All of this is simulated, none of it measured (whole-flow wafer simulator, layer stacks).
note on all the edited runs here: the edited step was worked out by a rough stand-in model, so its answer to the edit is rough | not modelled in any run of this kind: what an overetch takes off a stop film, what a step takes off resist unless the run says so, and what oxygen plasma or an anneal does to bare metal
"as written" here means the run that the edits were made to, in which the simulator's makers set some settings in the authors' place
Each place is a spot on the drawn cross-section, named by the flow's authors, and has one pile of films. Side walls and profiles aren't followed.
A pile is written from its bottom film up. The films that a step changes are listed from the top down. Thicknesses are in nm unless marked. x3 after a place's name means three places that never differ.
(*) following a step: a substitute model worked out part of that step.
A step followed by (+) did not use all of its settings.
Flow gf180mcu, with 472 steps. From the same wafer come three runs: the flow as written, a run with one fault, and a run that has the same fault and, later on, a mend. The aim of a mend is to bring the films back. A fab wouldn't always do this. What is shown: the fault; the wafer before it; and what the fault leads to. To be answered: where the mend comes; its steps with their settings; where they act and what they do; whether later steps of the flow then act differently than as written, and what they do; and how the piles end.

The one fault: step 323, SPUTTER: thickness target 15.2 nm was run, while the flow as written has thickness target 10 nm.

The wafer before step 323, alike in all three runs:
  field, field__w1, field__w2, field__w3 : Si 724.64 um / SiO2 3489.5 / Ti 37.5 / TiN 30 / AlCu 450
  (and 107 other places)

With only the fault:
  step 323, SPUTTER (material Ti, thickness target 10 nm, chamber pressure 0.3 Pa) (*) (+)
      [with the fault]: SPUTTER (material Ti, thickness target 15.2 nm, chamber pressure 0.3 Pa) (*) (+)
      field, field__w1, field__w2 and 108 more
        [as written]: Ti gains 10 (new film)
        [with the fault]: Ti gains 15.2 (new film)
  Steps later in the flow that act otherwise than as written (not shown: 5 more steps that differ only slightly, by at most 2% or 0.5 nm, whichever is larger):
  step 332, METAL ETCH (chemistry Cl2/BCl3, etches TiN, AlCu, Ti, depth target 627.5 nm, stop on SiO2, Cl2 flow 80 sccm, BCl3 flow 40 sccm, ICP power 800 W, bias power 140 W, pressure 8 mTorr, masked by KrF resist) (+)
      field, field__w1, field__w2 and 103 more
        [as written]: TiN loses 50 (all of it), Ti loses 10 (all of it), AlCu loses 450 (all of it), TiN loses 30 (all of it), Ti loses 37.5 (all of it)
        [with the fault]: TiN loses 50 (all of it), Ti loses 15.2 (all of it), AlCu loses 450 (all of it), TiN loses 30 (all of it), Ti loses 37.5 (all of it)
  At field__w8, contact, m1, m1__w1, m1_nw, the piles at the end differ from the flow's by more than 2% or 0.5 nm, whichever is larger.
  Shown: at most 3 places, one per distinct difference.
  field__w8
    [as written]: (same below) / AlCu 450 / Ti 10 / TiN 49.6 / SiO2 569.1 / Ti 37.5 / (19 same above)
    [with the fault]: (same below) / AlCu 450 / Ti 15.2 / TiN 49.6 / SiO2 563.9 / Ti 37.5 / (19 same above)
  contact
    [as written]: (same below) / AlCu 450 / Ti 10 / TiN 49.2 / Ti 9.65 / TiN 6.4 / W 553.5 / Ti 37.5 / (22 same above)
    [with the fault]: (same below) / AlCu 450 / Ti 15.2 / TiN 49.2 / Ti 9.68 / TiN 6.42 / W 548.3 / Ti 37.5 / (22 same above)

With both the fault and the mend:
  The mend stands after step 323.
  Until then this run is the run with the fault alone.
  step 323a, METAL ETCH (chemistry Cl2/BCl3, etches TiN, AlCu, Ti, depth target 5.2 nm, Cl2 flow 80 sccm, BCl3 flow 40 sccm, ICP power 800 W, bias power 140 W, pressure 8 mTorr) (the flow's step 260, run once more with other settings)
      field, field__w1, field__w2 and 108 more
        Ti loses 5.2
  None of the later steps of the flow acts differently than as written at any place that is followed.
  The piles end the same as the flow's at every place that both follow.
